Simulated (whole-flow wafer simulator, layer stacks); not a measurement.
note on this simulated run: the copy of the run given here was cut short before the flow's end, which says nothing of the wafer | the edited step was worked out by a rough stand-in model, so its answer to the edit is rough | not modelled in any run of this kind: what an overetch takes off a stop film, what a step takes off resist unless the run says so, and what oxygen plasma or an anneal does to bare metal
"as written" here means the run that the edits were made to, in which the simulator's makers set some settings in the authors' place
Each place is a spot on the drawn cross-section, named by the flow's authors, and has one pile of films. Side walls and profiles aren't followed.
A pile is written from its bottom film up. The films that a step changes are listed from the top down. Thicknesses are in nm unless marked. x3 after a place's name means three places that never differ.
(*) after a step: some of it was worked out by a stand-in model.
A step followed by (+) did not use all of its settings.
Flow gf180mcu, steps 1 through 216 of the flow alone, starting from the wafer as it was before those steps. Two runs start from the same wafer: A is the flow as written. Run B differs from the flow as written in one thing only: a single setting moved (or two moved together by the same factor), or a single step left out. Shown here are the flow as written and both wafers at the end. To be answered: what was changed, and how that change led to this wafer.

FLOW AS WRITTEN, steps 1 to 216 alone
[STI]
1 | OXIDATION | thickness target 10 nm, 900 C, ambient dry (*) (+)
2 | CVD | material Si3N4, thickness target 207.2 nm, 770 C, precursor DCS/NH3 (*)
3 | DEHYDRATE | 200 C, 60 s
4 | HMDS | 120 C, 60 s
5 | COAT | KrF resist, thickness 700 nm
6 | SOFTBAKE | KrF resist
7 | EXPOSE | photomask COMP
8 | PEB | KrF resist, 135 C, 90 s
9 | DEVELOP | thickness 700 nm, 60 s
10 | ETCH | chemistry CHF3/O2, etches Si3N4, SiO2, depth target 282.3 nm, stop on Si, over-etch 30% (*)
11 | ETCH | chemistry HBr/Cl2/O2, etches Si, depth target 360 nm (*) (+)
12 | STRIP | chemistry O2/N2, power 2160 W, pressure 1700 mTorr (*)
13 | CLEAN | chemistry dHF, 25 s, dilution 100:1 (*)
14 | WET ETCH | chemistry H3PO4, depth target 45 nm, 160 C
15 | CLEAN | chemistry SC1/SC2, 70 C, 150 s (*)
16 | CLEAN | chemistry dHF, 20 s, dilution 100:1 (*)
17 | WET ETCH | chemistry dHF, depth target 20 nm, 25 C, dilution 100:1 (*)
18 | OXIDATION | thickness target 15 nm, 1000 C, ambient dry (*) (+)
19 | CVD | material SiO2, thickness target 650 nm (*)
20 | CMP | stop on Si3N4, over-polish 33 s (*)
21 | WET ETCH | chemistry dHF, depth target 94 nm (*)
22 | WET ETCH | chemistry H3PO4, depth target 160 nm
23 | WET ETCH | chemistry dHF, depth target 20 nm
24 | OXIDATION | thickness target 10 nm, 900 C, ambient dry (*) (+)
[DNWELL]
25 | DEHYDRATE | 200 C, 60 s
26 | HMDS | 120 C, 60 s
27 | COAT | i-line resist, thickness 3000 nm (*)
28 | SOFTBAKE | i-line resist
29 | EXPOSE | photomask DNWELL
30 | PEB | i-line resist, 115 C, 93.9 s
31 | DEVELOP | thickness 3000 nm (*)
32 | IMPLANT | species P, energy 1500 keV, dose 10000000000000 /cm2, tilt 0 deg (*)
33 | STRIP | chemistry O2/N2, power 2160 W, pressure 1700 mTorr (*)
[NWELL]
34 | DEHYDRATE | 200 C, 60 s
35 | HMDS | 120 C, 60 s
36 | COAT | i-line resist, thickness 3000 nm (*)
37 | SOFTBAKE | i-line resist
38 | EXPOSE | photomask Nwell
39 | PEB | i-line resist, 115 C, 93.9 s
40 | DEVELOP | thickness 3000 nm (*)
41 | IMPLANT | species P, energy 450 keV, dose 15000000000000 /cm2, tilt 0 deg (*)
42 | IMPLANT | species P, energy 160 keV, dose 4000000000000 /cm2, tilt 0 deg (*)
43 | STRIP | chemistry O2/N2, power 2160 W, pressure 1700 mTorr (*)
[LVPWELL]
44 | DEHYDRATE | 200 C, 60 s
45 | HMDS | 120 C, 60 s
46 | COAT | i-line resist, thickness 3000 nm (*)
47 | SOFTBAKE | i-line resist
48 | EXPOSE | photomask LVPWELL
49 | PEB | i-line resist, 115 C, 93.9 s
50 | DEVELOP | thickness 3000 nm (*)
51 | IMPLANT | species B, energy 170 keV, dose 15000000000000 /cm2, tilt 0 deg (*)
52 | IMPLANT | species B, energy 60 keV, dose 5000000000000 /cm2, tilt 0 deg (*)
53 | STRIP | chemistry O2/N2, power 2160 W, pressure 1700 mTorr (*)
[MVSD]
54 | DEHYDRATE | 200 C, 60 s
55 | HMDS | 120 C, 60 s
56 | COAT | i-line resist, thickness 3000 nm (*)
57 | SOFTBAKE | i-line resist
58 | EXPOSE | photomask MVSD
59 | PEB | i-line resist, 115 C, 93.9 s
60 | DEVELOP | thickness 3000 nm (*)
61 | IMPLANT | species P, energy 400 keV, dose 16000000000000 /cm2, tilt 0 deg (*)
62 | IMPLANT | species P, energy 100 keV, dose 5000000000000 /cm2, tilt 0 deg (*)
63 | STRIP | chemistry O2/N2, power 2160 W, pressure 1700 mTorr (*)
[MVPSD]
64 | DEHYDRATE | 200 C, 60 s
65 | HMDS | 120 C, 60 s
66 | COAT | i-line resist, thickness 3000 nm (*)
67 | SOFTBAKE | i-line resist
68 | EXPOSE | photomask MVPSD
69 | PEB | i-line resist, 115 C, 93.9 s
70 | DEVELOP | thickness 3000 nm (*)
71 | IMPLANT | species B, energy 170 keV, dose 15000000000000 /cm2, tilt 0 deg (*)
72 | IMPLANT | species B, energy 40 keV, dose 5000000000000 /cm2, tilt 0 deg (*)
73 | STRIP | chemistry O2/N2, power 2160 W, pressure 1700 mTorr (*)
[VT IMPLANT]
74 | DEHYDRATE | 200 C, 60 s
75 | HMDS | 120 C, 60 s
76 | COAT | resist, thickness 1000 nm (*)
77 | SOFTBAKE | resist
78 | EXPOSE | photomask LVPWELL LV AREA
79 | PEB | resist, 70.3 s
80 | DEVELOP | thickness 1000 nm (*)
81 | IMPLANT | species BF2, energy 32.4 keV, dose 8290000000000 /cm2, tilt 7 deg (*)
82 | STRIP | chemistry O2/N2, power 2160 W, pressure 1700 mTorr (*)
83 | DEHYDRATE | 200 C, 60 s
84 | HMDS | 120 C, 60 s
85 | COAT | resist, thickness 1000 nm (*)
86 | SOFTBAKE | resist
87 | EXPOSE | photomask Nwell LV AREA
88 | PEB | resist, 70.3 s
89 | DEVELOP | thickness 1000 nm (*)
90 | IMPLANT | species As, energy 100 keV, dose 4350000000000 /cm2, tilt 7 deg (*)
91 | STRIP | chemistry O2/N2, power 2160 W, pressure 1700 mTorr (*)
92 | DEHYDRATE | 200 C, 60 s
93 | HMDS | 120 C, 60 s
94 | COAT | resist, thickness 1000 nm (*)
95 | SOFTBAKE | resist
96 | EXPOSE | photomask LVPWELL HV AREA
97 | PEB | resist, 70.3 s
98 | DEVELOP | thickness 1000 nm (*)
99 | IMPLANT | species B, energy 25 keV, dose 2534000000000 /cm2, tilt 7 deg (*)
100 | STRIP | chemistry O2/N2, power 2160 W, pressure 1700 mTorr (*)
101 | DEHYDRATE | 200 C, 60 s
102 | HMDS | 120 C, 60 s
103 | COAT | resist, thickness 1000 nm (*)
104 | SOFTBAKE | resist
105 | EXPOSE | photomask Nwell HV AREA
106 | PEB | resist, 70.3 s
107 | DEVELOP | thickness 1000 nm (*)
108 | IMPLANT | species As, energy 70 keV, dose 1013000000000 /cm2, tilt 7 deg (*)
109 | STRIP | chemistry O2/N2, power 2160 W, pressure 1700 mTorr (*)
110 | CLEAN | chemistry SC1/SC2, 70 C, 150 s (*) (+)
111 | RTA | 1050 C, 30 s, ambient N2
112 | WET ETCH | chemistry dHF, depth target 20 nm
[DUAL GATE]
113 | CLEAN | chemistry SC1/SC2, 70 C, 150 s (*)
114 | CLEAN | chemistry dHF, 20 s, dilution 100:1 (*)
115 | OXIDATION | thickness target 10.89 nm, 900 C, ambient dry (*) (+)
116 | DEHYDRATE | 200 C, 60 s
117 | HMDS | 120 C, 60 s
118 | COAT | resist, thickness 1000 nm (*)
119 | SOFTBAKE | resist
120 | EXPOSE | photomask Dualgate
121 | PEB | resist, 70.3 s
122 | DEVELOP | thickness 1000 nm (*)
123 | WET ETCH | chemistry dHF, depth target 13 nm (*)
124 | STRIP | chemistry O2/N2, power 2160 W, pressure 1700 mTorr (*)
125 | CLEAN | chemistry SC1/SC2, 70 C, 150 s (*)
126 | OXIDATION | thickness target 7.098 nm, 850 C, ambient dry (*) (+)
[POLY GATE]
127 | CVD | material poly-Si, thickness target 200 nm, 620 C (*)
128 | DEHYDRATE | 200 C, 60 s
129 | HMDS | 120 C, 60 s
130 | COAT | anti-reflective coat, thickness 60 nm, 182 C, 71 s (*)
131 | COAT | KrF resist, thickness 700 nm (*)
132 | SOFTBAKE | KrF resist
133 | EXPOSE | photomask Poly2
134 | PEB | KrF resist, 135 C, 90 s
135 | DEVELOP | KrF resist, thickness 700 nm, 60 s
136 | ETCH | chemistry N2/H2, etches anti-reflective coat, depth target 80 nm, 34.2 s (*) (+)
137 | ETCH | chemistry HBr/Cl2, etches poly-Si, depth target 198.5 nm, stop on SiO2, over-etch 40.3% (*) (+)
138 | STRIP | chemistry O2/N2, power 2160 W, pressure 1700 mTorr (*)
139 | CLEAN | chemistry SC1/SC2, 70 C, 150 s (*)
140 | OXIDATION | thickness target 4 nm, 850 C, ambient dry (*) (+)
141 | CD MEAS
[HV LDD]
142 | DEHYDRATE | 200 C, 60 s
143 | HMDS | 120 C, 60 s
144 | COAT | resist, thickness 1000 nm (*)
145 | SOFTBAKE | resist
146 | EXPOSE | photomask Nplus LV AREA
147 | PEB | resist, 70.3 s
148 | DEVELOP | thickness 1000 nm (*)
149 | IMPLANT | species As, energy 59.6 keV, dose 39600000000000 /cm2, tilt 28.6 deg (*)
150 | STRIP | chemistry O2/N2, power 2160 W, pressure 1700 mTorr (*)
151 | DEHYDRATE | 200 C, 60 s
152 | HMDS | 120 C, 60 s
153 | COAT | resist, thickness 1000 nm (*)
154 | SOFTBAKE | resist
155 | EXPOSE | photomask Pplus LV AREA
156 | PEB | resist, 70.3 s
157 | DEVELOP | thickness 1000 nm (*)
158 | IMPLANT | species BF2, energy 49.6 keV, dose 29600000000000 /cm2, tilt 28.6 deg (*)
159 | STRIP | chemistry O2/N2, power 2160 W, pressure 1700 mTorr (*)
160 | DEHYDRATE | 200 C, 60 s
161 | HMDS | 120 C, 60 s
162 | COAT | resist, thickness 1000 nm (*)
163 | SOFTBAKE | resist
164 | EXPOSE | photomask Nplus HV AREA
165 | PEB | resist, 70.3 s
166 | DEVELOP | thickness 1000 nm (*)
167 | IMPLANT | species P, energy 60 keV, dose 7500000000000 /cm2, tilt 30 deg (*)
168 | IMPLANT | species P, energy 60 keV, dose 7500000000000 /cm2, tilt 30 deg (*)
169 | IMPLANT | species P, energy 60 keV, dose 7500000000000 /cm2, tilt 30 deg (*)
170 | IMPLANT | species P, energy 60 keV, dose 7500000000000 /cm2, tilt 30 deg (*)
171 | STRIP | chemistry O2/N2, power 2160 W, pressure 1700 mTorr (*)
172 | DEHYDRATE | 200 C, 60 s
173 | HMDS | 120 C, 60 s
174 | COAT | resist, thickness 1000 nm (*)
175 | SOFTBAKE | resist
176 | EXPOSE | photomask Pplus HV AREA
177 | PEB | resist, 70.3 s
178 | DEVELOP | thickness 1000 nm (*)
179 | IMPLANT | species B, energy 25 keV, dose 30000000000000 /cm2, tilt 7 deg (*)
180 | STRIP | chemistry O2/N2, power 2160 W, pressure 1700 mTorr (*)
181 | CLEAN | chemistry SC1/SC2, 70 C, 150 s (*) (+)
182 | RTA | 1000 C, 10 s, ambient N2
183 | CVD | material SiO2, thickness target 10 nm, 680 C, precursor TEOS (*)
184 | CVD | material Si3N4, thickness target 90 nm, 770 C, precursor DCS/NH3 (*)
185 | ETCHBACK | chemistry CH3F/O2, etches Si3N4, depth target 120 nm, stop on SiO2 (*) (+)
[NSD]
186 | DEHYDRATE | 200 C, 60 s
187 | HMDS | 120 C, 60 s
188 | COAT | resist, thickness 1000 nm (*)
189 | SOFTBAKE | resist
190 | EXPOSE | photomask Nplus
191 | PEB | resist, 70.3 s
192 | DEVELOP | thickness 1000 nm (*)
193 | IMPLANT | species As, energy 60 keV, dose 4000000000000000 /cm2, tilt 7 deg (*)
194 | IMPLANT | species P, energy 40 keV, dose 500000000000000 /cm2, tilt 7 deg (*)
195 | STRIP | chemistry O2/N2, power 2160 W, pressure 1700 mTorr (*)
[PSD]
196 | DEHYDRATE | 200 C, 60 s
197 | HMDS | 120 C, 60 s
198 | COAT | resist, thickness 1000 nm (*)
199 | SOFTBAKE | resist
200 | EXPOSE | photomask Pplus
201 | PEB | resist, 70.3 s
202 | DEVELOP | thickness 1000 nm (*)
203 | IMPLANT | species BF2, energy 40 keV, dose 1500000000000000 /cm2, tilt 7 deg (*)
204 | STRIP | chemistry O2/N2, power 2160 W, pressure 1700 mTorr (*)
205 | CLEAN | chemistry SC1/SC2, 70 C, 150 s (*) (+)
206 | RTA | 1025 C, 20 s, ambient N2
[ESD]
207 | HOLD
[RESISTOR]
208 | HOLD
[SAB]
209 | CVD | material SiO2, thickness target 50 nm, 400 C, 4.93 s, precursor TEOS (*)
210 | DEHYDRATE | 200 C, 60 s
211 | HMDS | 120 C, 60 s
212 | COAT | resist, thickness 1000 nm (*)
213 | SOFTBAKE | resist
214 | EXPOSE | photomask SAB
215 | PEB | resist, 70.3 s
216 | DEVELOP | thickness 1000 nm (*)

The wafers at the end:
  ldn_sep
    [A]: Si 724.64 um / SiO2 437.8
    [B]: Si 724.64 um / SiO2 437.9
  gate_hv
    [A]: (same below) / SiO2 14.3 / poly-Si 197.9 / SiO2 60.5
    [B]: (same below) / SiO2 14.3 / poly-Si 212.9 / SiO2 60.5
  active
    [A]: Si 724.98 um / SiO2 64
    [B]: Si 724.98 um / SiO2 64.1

What caused this: step 127, CVD: thickness target 215 nm was run, whereas the flow has thickness target 200 nm.

How this came from the change, step by step:
  127 | CVD | material poly-Si, thickness target 200 nm, 620 C (*)
      field, field__w1, field__w2 and 89 more: A +200 poly-Si (new film) | B +215 poly-Si (new film)
  137 | ETCH | chemistry HBr/Cl2, etches poly-Si, depth target 198.5 nm, stop on SiO2, over-etch 40.3% (*) (+)
      field__w3, field__w12, field_sub and 14 more: A -199 poly-Si (all of it), -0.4 SiO2 | B -214 poly-Si (all of it), -0.32 SiO2
      field__w6, sti, m1 and 11 more: A -198.8 poly-Si (all of it), -0.4 SiO2 | B -213.8 poly-Si (all of it), -0.32 SiO2
      (also at 33 further places)
  145 | SOFTBAKE | resist
      field__w6: A +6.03 resist | B +6.61 resist
      field_sub: A +10.3 resist | B +11.2 resist
      (also at 19 further places)
  154 | SOFTBAKE | resist
      field__w6: A +6.03 resist | B +6.61 resist
      field_sub: A +10.3 resist | B +11.2 resist
      (also at 19 further places)
  163 | SOFTBAKE | resist
      field__w6: A +6.03 resist | B +6.61 resist
      field_sub: A +10.3 resist | B +11.2 resist
      (also at 19 further places)
  175 | SOFTBAKE | resist
      field__w6: A +6.03 resist | B +6.61 resist
      field_sub: A +10.3 resist | B +11.2 resist
      (also at 19 further places)
  189 | SOFTBAKE | resist
      field__w9: A +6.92 resist | B -3.34 resist
      field__w6: A +7.53 resist | B +8.21 resist
      (also at 22 further places)
  199 | SOFTBAKE | resist
      field__w9: A +6.92 resist | B -3.34 resist
      field__w6: A +7.53 resist | B +8.21 resist
      (also at 22 further places)
  213 | SOFTBAKE | resist
      field__w5: A +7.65 resist | B +8.32 resist
      field__w6: A +7.87 resist | B +8.61 resist
      (also at 23 further places)
